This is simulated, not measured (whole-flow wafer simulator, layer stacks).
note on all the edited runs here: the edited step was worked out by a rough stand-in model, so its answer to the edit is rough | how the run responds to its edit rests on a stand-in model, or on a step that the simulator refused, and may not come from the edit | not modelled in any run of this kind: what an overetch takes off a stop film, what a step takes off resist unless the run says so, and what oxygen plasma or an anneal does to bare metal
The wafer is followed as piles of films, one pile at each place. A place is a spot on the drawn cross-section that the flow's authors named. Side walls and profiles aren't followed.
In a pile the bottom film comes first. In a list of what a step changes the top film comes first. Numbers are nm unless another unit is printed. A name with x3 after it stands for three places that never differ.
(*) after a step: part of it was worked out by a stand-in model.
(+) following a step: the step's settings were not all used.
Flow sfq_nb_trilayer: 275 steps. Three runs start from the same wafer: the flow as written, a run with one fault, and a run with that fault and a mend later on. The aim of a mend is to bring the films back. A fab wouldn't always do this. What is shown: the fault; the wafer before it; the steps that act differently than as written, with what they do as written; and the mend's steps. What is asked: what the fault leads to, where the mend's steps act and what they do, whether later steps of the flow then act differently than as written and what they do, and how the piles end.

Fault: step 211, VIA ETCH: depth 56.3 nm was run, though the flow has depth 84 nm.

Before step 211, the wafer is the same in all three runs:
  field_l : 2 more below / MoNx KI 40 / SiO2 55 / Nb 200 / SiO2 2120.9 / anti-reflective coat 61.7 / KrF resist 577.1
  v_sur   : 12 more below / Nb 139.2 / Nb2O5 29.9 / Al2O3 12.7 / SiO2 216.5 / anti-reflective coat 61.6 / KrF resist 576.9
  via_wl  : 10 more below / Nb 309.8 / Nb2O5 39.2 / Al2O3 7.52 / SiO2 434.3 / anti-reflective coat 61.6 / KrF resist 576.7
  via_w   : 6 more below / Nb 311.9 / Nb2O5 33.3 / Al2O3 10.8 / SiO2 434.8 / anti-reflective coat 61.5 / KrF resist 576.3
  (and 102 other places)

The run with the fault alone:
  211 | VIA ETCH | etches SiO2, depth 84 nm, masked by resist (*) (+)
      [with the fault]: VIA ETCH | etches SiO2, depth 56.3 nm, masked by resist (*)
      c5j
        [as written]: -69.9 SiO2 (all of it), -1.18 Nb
        [with the fault]: -56.3 SiO2
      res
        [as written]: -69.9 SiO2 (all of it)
        [with the fault]: -56.3 SiO2
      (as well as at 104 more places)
  Steps later in the flow that act otherwise than as written (not shown: 5 more steps that differ only slightly, by at most 2% or 0.5 nm, whichever is larger):
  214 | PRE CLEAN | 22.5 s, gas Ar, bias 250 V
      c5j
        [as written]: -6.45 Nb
        [with the fault]: -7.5 SiO2
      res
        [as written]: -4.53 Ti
        [with the fault]: -7.5 SiO2
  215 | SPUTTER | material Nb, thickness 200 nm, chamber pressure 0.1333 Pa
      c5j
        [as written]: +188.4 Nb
        [with the fault]: +192.8 Nb (new film)
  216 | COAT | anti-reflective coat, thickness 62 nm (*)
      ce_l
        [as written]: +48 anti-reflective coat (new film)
        [with the fault]: +51.5 anti-reflective coat (new film)
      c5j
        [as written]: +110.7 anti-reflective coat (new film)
        [with the fault]: +100.7 anti-reflective coat (new film)
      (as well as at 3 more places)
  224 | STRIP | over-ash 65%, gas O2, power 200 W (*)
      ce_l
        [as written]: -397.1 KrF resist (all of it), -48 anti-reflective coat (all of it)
        [with the fault]: -395 KrF resist (all of it), -51.5 anti-reflective coat (all of it)
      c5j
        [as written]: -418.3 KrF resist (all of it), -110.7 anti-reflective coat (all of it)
        [with the fault]: -411.9 KrF resist (all of it), -100.7 anti-reflective coat (all of it)
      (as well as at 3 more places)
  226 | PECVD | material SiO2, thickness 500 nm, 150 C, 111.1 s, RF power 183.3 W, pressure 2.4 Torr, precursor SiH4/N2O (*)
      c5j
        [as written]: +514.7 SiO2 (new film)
        [with the fault]: +500 SiO2 (new film)
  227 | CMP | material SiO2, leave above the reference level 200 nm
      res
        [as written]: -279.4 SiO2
        [with the fault]: -292.1 SiO2
  The piles end different from the flow's at c5j, res by more than 2% or 0.5 nm, whichever is larger.
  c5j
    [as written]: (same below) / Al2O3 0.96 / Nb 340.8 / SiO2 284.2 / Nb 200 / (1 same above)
    [with the fault]: (same below) / Al2O3 0.96 / Nb 160 / SiO2 6.09 / Nb 192.8 / SiO2 266.1 / Nb 200 / (1 same above)
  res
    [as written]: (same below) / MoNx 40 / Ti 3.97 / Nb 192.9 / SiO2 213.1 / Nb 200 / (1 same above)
    [with the fault]: (same below) / MoNx 40 / Ti 8.5 / SiO2 6.06 / Nb 195 / SiO2 200.4 / Nb 200 / (1 same above)

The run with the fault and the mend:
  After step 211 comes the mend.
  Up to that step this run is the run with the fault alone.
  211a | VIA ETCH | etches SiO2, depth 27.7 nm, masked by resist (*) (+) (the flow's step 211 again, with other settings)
      field_l, v_sur, via_wl and 101 more
        -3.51 KrF resist
      c5j
        -13.6 SiO2 (all of it), -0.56 Nb
      res
        -13.6 SiO2 (all of it)
  Every later step of the flow that is run acts as written, at every place that is followed, to within 2% or 0.5 nm, whichever is larger.
  The piles end only slightly different from the flow's at the places that both follow, by no more than 2% or 0.5 nm, whichever is larger.
